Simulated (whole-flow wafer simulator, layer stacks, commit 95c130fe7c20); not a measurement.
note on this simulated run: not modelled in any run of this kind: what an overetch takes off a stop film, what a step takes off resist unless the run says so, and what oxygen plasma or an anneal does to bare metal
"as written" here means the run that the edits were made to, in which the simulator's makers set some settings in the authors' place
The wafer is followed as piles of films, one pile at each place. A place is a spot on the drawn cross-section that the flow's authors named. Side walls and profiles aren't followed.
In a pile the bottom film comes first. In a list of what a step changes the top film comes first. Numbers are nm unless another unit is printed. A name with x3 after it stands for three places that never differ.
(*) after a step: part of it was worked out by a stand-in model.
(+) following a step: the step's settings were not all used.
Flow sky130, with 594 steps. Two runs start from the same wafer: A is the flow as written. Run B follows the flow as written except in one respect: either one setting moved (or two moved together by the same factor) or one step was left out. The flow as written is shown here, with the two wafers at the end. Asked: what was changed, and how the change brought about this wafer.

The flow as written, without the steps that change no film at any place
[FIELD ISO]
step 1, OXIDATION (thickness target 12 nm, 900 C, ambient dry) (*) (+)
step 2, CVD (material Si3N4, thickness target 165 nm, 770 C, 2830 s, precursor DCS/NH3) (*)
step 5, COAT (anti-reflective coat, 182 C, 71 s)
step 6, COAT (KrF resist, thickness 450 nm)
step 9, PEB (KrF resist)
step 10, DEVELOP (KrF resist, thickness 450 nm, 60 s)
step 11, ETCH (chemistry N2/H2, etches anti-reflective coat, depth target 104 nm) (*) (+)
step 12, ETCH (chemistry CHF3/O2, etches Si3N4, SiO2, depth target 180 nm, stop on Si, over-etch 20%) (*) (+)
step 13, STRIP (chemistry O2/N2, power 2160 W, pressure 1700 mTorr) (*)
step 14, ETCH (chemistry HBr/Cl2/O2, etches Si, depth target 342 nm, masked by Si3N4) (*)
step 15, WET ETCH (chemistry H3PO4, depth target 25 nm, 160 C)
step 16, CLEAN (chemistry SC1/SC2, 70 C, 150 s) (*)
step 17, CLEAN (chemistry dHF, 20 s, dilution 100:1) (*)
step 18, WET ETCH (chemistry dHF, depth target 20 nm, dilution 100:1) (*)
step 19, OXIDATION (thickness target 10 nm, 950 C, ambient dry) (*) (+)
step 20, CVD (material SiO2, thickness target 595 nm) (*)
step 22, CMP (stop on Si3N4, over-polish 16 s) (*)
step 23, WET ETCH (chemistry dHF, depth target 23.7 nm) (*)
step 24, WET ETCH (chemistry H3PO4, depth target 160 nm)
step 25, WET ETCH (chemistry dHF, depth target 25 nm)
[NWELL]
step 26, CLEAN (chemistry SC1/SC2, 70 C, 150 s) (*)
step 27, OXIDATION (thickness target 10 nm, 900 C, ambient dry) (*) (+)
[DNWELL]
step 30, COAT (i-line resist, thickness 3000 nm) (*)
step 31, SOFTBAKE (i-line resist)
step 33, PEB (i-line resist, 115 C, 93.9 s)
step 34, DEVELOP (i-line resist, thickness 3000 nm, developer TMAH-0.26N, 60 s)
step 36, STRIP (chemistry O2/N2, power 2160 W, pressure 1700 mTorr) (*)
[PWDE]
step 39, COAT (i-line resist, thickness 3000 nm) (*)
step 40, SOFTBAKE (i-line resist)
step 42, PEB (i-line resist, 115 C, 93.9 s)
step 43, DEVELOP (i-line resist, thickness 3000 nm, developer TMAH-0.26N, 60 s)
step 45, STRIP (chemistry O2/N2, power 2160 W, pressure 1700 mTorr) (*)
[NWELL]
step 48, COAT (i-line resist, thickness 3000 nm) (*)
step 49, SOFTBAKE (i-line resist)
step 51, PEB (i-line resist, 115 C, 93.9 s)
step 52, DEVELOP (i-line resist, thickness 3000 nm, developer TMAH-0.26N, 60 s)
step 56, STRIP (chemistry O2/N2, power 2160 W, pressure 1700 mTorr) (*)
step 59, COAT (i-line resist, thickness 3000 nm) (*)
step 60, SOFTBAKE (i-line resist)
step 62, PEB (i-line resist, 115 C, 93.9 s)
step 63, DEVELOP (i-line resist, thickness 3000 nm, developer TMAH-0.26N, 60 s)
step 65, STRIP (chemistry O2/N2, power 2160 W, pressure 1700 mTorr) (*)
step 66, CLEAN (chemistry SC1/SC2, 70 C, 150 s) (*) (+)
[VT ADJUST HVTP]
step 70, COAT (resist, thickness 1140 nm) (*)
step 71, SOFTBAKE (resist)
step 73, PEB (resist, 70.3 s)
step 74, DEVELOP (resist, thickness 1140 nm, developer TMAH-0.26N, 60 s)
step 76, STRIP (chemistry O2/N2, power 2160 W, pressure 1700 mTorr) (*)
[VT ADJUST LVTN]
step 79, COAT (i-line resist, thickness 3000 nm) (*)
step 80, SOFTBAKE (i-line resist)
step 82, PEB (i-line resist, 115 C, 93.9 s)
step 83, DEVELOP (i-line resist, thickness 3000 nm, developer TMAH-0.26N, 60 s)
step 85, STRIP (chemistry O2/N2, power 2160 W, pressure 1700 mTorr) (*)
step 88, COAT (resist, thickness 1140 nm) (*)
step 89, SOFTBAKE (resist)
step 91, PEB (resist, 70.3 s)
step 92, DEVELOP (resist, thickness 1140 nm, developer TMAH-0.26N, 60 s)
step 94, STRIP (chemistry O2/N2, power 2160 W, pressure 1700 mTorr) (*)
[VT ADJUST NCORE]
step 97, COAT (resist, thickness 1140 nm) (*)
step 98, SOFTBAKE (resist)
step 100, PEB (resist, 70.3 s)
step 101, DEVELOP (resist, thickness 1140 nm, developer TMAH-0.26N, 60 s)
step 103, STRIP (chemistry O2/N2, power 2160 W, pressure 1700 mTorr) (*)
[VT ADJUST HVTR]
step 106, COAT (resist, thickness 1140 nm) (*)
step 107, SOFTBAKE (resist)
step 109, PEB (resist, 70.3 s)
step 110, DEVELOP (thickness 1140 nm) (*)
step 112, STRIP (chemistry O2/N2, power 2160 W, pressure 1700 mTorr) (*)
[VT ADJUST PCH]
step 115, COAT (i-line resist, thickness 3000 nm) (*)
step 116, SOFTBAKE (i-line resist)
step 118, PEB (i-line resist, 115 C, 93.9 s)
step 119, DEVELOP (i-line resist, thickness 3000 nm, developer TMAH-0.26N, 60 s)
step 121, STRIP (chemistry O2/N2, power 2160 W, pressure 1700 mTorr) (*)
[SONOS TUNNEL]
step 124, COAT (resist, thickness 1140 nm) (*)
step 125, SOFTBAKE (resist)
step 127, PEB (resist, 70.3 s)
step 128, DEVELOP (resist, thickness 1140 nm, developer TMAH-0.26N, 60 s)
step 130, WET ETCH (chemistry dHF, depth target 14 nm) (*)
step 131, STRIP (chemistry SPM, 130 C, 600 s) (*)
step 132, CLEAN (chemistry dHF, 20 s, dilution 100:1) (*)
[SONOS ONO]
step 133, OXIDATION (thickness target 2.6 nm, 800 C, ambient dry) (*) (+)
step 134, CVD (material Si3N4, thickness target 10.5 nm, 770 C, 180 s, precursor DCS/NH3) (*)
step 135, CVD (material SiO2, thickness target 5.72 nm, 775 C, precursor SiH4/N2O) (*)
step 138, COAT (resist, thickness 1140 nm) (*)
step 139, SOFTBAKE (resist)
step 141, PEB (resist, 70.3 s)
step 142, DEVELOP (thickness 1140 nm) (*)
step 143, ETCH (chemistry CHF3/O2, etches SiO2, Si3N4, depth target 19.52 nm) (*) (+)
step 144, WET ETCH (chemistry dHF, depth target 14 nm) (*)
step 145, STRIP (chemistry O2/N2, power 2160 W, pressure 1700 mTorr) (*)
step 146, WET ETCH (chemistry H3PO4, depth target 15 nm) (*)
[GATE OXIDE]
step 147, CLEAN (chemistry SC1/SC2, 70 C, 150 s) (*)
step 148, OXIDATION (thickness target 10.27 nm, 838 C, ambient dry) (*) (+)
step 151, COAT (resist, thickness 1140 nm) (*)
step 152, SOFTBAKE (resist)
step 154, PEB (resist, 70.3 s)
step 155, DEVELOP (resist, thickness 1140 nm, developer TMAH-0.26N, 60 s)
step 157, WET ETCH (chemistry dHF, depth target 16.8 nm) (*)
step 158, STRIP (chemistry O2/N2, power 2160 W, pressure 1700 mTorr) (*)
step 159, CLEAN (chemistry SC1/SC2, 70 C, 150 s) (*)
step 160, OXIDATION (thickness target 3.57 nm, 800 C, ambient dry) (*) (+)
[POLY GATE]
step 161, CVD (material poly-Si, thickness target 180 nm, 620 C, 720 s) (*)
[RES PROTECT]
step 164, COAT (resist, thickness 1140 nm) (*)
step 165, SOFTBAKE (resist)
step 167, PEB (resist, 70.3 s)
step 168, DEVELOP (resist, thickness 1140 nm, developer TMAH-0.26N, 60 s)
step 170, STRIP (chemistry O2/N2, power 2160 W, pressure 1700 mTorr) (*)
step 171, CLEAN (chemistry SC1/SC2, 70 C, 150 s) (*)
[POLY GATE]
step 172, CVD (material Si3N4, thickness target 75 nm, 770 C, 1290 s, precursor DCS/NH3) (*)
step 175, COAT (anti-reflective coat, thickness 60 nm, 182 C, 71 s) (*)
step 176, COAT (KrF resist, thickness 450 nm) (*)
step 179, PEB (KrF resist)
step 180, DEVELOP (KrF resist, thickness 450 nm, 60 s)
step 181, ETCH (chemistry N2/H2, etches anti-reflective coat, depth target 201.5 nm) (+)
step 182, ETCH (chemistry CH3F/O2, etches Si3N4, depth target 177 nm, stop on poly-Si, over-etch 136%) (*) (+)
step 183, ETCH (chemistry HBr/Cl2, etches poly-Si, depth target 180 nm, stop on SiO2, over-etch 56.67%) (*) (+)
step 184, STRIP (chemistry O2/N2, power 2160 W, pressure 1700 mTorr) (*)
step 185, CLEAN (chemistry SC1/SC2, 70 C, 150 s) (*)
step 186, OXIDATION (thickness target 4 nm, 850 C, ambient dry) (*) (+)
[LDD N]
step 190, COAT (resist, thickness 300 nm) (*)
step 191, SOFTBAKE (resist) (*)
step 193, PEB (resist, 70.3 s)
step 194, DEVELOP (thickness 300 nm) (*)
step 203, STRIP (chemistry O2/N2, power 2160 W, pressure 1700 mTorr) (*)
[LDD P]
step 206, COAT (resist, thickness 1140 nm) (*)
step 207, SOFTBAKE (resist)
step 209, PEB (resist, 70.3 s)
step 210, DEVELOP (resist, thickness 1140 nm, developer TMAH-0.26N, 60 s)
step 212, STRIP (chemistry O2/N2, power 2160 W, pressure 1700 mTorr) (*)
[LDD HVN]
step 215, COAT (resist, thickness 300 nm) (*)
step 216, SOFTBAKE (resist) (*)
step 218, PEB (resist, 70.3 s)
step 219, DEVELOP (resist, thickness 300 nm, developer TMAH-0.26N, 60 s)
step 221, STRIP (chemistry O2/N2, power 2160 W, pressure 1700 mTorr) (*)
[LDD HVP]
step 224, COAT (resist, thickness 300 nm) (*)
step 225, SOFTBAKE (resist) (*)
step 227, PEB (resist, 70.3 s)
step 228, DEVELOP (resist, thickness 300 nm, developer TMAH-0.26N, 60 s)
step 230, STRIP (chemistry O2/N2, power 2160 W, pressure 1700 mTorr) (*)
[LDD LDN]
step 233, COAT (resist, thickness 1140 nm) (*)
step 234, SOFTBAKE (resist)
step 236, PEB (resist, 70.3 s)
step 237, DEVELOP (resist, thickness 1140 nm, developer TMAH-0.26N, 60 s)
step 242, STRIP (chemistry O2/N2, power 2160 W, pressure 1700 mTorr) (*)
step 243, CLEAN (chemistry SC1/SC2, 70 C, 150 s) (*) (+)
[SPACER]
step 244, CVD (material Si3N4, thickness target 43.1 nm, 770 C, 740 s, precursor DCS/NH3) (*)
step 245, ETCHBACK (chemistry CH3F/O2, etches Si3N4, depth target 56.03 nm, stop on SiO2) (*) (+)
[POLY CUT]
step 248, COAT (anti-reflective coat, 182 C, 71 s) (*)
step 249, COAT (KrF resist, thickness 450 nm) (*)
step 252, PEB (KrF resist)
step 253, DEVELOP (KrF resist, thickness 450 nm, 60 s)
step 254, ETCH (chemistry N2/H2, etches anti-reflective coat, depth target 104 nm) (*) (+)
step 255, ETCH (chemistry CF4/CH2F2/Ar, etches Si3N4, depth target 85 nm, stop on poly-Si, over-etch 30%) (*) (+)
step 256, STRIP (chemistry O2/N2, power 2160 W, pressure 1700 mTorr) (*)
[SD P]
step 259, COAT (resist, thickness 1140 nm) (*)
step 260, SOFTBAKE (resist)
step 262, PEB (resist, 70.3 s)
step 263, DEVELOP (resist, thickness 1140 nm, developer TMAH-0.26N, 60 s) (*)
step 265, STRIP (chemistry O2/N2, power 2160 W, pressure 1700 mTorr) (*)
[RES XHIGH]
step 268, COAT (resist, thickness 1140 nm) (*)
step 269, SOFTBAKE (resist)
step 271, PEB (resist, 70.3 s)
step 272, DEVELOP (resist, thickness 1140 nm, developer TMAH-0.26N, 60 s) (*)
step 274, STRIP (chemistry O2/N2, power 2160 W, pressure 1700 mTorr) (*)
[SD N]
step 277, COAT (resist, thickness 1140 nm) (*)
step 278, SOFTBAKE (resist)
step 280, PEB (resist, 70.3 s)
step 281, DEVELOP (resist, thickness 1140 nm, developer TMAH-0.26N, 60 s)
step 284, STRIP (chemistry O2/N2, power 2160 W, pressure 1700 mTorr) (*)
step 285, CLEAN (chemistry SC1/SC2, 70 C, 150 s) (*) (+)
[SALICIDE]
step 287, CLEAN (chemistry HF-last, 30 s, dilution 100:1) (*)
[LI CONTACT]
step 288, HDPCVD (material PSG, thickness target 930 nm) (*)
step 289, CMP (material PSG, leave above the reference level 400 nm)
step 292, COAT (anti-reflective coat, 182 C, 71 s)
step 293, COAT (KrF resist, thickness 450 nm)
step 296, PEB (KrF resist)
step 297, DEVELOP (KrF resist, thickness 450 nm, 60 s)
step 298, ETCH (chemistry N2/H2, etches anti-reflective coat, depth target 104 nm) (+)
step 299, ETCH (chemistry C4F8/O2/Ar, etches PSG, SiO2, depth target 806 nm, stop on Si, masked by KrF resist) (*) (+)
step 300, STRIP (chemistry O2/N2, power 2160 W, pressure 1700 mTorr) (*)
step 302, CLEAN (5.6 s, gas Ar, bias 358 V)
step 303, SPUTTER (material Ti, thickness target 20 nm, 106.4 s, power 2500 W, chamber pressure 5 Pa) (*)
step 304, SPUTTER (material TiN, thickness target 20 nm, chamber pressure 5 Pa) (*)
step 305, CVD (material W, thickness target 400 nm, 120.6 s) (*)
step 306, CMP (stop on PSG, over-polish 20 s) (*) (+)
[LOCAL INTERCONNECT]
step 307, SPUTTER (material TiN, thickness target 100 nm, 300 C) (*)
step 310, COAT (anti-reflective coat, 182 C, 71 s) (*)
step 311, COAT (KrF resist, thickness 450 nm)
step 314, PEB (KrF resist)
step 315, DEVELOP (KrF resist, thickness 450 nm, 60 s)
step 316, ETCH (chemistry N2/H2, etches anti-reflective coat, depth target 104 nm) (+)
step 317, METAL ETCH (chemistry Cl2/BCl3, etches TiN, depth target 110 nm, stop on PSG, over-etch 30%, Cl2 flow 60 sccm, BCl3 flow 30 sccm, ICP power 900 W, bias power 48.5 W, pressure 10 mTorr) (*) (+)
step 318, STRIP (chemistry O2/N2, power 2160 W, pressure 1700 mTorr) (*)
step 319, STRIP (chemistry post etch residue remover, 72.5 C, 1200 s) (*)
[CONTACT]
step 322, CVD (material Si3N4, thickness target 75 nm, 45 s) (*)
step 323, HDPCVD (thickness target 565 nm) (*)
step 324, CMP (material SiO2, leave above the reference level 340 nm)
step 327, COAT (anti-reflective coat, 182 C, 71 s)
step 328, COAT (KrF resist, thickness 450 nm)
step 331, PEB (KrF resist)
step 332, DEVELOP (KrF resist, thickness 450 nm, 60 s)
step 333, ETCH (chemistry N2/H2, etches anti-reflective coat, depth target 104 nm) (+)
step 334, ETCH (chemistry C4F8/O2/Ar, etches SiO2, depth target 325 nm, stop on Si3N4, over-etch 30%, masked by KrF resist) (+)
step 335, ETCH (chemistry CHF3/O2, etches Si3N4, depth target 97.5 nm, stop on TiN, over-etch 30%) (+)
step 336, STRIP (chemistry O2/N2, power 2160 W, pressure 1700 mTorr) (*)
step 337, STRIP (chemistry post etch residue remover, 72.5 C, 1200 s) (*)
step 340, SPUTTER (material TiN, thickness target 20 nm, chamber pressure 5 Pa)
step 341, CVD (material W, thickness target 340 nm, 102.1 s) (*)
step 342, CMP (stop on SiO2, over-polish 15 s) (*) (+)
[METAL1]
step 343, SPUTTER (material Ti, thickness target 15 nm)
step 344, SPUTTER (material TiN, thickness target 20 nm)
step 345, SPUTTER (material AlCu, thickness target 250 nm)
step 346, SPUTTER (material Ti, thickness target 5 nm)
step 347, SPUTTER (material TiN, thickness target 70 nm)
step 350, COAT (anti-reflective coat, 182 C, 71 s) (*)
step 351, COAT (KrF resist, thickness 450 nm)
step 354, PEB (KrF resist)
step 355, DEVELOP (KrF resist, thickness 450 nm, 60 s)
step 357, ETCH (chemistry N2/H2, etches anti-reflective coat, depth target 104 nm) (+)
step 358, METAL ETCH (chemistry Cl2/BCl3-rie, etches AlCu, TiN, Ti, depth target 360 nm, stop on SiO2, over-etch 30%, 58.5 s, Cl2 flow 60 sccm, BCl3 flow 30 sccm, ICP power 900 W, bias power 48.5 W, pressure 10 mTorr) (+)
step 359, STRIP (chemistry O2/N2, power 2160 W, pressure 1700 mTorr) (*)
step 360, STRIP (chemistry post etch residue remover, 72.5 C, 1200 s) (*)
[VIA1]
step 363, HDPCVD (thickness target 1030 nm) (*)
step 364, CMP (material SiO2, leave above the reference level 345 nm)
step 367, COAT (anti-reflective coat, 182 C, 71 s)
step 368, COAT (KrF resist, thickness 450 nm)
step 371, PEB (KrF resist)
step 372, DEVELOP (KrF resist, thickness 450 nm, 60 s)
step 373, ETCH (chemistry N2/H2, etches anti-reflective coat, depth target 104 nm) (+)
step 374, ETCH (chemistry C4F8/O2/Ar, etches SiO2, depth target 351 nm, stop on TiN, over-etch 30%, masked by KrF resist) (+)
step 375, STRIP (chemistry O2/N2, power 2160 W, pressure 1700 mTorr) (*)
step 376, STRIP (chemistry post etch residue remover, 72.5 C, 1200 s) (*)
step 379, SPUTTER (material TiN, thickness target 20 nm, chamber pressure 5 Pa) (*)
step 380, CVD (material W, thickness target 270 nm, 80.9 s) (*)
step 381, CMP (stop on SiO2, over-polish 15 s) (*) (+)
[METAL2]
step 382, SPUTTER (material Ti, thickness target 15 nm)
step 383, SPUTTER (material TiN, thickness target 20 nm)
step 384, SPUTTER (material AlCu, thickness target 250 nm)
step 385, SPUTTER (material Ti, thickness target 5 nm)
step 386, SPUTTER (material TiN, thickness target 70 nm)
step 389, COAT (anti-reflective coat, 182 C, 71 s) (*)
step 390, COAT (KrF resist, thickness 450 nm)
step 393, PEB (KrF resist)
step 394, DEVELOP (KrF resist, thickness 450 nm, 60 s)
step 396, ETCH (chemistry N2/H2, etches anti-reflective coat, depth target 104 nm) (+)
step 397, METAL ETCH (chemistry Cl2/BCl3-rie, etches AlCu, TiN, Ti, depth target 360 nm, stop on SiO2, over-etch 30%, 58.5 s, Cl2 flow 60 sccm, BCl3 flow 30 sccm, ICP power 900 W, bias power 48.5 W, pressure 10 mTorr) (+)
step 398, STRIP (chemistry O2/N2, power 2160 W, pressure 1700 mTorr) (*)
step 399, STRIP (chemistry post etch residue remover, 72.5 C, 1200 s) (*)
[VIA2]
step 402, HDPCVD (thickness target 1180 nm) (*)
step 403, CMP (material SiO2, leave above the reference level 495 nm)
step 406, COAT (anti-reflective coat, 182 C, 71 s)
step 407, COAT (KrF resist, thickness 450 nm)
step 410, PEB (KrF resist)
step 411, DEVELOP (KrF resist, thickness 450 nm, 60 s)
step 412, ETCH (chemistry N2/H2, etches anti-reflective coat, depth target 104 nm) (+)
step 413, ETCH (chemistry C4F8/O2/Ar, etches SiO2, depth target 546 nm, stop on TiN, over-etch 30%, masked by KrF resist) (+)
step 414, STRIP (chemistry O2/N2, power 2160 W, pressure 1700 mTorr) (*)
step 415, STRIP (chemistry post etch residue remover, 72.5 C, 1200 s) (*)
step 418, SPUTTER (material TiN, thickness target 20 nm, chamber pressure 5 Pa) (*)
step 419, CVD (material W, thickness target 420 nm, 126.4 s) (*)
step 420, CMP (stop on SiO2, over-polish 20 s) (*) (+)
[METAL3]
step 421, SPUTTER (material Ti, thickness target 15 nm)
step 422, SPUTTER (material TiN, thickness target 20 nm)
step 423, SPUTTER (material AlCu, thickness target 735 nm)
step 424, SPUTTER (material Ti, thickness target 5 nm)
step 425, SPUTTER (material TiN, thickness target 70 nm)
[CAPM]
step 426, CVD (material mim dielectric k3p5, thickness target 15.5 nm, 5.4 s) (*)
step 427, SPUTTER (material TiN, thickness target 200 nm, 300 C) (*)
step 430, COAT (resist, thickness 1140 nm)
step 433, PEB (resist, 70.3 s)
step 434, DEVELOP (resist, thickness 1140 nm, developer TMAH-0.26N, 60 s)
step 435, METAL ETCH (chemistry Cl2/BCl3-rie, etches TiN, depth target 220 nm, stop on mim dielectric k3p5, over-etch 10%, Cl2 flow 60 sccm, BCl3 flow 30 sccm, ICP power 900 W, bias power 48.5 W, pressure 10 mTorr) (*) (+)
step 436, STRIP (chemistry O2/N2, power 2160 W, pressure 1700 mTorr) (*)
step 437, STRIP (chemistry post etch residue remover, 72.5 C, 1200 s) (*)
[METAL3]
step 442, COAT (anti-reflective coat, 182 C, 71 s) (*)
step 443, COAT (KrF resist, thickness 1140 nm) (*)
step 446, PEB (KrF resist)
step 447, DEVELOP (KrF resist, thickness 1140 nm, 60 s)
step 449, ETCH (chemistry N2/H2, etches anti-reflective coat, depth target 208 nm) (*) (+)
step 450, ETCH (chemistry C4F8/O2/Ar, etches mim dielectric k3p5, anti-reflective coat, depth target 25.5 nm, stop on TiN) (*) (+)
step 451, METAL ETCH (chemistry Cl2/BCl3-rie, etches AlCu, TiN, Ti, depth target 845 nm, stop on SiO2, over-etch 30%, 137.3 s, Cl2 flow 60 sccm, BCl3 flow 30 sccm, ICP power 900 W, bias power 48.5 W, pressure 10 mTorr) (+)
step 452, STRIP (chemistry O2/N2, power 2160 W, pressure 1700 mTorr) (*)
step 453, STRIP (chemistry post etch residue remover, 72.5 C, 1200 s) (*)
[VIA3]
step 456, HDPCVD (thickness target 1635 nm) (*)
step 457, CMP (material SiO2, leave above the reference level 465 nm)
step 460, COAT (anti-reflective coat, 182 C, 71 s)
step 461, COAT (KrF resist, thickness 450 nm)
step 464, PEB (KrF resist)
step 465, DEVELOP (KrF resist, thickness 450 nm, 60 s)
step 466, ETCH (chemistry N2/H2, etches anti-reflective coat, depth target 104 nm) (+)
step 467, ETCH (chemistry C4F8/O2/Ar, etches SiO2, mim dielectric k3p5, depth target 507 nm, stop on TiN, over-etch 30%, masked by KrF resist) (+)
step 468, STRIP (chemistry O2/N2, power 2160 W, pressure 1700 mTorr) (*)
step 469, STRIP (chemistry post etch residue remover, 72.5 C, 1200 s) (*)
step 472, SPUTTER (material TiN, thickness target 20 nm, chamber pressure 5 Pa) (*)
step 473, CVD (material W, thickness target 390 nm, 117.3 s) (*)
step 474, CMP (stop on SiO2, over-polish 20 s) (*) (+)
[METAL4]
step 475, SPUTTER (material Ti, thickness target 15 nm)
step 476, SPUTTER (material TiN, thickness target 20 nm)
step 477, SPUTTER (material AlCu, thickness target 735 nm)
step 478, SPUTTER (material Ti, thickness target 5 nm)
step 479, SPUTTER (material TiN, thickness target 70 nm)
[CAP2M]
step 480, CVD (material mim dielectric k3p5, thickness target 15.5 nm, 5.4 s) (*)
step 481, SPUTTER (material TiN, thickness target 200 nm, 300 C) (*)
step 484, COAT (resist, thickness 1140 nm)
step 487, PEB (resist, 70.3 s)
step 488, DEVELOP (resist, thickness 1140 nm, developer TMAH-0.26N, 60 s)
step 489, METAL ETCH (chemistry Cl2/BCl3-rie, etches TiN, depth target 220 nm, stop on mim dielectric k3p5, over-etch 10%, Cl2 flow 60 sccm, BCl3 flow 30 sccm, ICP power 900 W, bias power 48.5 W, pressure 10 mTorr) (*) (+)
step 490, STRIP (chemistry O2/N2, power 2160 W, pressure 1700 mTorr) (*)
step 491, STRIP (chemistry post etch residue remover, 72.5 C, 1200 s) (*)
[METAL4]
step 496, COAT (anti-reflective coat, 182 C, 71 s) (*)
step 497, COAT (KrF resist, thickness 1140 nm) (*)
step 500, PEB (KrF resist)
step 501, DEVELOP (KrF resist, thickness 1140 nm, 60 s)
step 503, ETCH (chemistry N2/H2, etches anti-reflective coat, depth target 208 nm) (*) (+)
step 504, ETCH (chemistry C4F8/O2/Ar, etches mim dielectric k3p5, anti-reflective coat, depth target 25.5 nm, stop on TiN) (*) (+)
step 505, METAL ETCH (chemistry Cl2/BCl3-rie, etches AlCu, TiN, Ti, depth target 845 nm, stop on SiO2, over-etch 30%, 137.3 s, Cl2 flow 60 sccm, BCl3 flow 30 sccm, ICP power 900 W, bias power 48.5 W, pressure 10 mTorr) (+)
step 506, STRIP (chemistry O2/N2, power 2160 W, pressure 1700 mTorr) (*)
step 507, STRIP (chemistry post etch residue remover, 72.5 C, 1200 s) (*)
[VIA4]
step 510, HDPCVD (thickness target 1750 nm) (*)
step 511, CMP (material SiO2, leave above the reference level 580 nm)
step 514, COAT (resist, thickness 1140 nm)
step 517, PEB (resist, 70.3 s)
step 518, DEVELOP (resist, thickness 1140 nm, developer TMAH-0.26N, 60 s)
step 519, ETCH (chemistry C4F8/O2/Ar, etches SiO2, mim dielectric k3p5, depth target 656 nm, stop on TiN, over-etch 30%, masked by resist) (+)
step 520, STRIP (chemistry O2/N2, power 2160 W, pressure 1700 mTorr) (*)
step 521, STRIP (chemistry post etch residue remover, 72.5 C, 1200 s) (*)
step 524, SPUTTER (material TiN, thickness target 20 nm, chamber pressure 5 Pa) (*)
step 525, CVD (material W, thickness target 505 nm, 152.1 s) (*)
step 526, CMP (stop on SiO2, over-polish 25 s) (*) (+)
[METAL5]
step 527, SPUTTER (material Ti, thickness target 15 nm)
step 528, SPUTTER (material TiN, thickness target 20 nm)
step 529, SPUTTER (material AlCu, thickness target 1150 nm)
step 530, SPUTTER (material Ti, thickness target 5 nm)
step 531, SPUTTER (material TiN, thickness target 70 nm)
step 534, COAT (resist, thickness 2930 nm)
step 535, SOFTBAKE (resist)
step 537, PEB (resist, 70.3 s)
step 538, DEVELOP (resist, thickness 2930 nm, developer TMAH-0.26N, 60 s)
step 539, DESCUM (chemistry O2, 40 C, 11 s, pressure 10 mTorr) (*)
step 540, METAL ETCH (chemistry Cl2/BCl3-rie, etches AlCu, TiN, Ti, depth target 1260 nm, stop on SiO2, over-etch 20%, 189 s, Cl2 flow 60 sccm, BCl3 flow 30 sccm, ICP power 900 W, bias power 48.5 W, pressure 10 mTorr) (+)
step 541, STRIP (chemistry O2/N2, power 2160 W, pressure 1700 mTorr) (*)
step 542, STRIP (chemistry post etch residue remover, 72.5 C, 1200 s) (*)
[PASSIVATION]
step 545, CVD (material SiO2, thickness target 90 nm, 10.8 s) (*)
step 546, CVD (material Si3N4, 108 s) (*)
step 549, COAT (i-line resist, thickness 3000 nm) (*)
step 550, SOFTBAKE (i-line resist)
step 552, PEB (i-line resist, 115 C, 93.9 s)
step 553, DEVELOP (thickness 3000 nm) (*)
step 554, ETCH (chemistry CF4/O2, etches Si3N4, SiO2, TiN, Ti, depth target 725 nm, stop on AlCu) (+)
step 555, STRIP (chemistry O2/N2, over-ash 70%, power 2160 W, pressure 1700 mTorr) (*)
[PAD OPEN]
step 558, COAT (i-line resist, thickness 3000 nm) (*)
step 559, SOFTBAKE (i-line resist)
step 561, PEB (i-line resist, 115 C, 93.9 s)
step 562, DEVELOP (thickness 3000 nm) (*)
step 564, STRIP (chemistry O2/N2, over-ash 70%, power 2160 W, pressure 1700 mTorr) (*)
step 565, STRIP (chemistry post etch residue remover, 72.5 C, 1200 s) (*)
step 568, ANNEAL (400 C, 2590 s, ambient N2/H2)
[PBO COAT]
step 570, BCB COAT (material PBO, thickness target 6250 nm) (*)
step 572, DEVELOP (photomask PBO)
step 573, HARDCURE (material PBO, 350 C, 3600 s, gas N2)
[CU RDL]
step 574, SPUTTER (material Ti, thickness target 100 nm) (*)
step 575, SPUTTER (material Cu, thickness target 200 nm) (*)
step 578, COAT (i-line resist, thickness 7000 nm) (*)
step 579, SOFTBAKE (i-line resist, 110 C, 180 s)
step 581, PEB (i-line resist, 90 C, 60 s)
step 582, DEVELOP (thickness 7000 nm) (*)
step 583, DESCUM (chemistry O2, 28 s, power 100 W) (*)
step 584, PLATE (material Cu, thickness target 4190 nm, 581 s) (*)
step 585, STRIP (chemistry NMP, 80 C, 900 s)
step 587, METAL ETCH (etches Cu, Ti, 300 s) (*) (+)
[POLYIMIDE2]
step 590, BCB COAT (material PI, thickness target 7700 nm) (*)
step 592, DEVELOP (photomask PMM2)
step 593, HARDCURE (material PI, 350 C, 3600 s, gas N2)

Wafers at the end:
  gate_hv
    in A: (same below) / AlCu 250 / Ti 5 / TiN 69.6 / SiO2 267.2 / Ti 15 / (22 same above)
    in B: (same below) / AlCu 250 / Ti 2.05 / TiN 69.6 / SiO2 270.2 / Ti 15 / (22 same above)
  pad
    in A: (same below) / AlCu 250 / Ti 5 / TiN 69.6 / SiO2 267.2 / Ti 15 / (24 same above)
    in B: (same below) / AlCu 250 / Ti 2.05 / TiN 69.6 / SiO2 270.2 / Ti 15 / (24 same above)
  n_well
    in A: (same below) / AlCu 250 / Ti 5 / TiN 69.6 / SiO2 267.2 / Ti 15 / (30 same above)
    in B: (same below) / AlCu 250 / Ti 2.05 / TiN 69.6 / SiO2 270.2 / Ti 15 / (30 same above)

Cause: step 346, SPUTTER: thickness target 2.05 nm was run, while the flow as written has thickness target 5 nm.
The wafer lets one read it off: gate_hv has Ti 2.05, and step 346 as written asks for 5 nm.

The path from the change to this, step by step:
  step 346, SPUTTER (material Ti, thickness target 5 nm)
      field, active, n_well and 188 more: A +5 Ti (new film) | B +2.05 Ti (new film)
  step 358, METAL ETCH (chemistry Cl2/BCl3-rie, etches AlCu, TiN, Ti, depth target 360 nm, stop on SiO2, over-etch 30%, 58.5 s, Cl2 flow 60 sccm, BCl3 flow 30 sccm, ICP power 900 W, bias power 48.5 W, pressure 10 mTorr) (+)
      field, active, gate and 81 more: A -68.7 TiN (all of it), -5 Ti (all of it), -250 AlCu (all of it), -20 TiN (all of it), -15 Ti (all of it), -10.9 SiO2 | B -68.7 TiN (all of it), -2.05 Ti (all of it), -250 AlCu (all of it), -20 TiN (all of it), -15 Ti (all of it), -11.2 SiO2
